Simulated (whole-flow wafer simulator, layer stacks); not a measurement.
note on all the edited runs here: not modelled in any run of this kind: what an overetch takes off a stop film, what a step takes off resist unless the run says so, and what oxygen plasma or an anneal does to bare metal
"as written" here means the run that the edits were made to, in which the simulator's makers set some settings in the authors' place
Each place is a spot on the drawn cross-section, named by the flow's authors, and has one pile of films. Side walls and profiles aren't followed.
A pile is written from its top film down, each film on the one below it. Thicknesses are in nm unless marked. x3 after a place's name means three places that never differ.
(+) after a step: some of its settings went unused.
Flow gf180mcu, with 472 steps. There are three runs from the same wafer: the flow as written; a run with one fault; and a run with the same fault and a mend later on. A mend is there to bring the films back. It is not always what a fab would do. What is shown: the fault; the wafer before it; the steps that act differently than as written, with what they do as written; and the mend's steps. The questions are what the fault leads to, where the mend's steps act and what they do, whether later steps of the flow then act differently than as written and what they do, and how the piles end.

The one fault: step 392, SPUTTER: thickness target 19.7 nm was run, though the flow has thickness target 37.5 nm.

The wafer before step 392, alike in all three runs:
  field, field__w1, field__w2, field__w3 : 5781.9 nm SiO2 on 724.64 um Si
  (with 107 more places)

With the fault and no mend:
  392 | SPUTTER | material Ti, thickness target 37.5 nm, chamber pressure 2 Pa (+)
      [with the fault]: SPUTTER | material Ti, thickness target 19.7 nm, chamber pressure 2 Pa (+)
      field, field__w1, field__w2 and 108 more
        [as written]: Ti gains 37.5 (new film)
        [with the fault]: Ti gains 19.7 (new film)
  Later steps of the flow acting differently than as written (1 other step is not shown; it differs only slightly, by no more than 2% or 0.5 nm, whichever is larger):
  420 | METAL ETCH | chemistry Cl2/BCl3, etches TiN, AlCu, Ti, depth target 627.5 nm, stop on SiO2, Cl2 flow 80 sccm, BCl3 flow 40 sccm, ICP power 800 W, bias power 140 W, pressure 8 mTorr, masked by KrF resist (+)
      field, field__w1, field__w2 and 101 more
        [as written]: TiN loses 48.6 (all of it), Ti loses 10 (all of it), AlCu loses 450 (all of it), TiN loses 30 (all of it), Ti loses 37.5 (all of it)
        [with the fault]: TiN loses 48.6 (all of it), Ti loses 10 (all of it), AlCu loses 450 (all of it), TiN loses 30 (all of it), Ti loses 19.7 (all of it)
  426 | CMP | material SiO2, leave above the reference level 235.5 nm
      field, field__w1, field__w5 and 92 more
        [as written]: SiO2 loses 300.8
        [with the fault]: SiO2 loses 318.6
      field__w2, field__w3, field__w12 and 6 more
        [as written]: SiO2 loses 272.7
        [with the fault]: SiO2 loses 291.3
  The piles end different from the flow's at field__w4, field__w8, contact, m1, m1__w1, mim, mim_1p0, m1_nw by more than 2% or 0.5 nm, whichever is larger.
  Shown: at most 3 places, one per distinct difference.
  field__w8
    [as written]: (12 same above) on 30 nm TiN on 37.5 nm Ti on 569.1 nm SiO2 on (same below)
    [with the fault]: (12 same above) on 30 nm TiN on 19.7 nm Ti on 569.1 nm SiO2 on (same below)
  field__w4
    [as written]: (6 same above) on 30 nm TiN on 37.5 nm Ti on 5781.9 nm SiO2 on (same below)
    [with the fault]: (6 same above) on 30 nm TiN on 19.7 nm Ti on 5781.9 nm SiO2 on (same below)
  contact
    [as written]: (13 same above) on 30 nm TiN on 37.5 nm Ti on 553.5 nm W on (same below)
    [with the fault]: (13 same above) on 30 nm TiN on 19.7 nm Ti on 553.5 nm W on (same below)

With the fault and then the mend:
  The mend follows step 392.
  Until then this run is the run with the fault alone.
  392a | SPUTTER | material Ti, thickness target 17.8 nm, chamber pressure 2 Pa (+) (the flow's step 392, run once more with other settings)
      field, field__w1, field__w2 and 108 more
        Ti gains 17.8
  Later steps of the flow that are run all act as written at every place that is followed.
  At every place that both follow, the piles at the end match the flow's.
